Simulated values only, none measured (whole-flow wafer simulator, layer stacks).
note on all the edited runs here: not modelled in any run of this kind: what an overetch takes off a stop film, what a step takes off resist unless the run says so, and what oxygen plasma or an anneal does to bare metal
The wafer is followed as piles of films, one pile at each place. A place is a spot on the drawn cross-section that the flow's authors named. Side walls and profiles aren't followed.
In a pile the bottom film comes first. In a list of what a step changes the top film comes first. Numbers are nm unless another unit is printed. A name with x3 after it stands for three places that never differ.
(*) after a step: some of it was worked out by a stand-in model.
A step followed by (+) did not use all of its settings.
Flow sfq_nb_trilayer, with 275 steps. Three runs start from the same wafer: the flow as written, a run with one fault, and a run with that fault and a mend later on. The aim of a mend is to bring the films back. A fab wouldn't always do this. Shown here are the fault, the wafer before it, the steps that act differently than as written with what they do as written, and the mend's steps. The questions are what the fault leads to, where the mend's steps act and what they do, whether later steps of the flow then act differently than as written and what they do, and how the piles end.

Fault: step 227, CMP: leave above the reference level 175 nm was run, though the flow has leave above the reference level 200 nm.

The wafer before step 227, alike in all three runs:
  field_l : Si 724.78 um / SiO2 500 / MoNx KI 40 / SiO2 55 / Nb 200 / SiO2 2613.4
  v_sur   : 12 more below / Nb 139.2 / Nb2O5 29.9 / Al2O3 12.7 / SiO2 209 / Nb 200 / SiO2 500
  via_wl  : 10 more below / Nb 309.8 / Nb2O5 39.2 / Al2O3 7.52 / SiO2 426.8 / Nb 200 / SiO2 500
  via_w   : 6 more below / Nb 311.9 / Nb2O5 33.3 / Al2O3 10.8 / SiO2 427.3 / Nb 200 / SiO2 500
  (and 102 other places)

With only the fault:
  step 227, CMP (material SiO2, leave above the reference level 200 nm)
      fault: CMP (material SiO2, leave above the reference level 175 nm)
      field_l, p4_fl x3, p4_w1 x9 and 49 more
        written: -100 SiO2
        fault: -125 SiO2
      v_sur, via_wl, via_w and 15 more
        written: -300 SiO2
        fault: -325 SiO2
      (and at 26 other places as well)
  Later steps of the flow acting differently than as written (2 other steps are not shown; they differ only slightly, by no more than 2% or 0.5 nm, whichever is larger):
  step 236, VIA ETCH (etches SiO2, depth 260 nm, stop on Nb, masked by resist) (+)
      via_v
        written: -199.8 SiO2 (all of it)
        fault: -174.8 SiO2 (all of it)
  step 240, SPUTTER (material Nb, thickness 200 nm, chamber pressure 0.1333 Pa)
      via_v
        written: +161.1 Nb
        fault: +167.1 Nb
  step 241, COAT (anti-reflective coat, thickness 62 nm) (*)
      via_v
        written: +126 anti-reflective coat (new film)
        fault: +120.5 anti-reflective coat (new film)
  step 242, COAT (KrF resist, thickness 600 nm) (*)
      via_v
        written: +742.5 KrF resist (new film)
        fault: +721.2 KrF resist (new film)
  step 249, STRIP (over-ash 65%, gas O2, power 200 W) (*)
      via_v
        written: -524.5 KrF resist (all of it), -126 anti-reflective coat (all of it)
        fault: -503.3 KrF resist (all of it), -120.5 anti-reflective coat (all of it)
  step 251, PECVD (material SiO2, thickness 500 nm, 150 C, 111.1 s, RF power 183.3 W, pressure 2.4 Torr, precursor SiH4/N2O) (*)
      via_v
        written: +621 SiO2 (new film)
        fault: +589.9 SiO2 (new film)
  By the end, the piles at v_sur, via_wl, via_w and 62 more depart from the flow's by more than 2% or 0.5 nm, whichever is larger.
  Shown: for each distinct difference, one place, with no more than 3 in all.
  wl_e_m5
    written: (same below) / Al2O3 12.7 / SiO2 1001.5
    fault: (same below) / Al2O3 12.7 / SiO2 976.5
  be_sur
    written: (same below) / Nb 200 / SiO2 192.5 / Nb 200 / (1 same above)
    fault: (same below) / Nb 200 / SiO2 167.5 / Nb 200 / (1 same above)
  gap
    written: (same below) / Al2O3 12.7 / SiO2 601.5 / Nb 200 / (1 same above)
    fault: (same below) / Al2O3 12.7 / SiO2 576.5 / Nb 200 / (1 same above)

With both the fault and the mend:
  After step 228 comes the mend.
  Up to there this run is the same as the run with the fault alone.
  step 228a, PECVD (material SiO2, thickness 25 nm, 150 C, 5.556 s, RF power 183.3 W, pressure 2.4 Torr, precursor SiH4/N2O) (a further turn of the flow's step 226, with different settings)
      field_l, v_sur, via_wl and 103 more
        +25 SiO2
  Later steps of the flow that are run all act as written at every place that is followed, up to a difference of at most 2% or 0.5 nm, whichever is larger.
  The piles end the same as the flow's at every place that both follow.
